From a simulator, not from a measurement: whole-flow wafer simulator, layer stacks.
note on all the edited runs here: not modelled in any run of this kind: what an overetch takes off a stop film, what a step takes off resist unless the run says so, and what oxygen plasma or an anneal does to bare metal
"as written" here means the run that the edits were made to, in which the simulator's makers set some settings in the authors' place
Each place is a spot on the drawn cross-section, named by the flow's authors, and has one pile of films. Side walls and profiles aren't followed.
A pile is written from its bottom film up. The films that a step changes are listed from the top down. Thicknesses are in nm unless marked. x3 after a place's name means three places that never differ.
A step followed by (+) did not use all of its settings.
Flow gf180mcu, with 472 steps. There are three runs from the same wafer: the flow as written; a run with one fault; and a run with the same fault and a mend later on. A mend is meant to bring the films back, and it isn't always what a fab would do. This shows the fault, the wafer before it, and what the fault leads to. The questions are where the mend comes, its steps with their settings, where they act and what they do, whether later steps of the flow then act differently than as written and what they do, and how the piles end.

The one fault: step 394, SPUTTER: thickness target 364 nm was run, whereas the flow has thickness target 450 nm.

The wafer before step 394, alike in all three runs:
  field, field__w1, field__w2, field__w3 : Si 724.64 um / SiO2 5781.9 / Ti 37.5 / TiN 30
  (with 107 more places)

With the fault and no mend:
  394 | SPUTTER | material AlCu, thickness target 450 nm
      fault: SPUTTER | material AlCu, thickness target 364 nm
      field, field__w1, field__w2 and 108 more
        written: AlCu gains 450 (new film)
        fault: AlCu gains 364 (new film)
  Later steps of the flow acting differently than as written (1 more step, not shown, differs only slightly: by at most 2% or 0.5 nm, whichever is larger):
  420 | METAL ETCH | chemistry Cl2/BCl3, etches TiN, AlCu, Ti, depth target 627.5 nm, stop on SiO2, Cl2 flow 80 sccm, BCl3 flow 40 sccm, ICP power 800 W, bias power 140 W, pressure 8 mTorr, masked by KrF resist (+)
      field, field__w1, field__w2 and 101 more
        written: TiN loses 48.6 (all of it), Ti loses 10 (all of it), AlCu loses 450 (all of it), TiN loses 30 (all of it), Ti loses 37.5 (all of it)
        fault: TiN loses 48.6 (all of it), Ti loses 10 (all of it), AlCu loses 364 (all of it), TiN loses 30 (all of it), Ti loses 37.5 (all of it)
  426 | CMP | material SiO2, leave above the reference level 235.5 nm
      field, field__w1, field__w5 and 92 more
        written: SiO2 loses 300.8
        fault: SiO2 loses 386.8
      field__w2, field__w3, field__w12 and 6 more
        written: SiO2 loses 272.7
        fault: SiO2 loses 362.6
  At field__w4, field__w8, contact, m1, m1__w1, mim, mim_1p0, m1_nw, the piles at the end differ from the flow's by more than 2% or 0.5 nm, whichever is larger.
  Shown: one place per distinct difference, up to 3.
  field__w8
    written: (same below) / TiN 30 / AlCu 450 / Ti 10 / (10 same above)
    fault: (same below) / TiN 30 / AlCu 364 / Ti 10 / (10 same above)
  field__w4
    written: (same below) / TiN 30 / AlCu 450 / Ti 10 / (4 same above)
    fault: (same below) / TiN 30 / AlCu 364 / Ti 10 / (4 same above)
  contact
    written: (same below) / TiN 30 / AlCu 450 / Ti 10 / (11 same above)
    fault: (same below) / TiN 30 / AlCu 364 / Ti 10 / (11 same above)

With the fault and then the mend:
  After step 394 comes the mend.
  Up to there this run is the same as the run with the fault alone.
  394a | SPUTTER | material AlCu, thickness target 86 nm (a further turn of the flow's step 394, with different settings)
      field, field__w1, field__w2 and 108 more
        AlCu gains 86
  None of the later steps of the flow acts differently than as written at any place that is followed.
  The piles end the same as the flow's at every place that both follow.
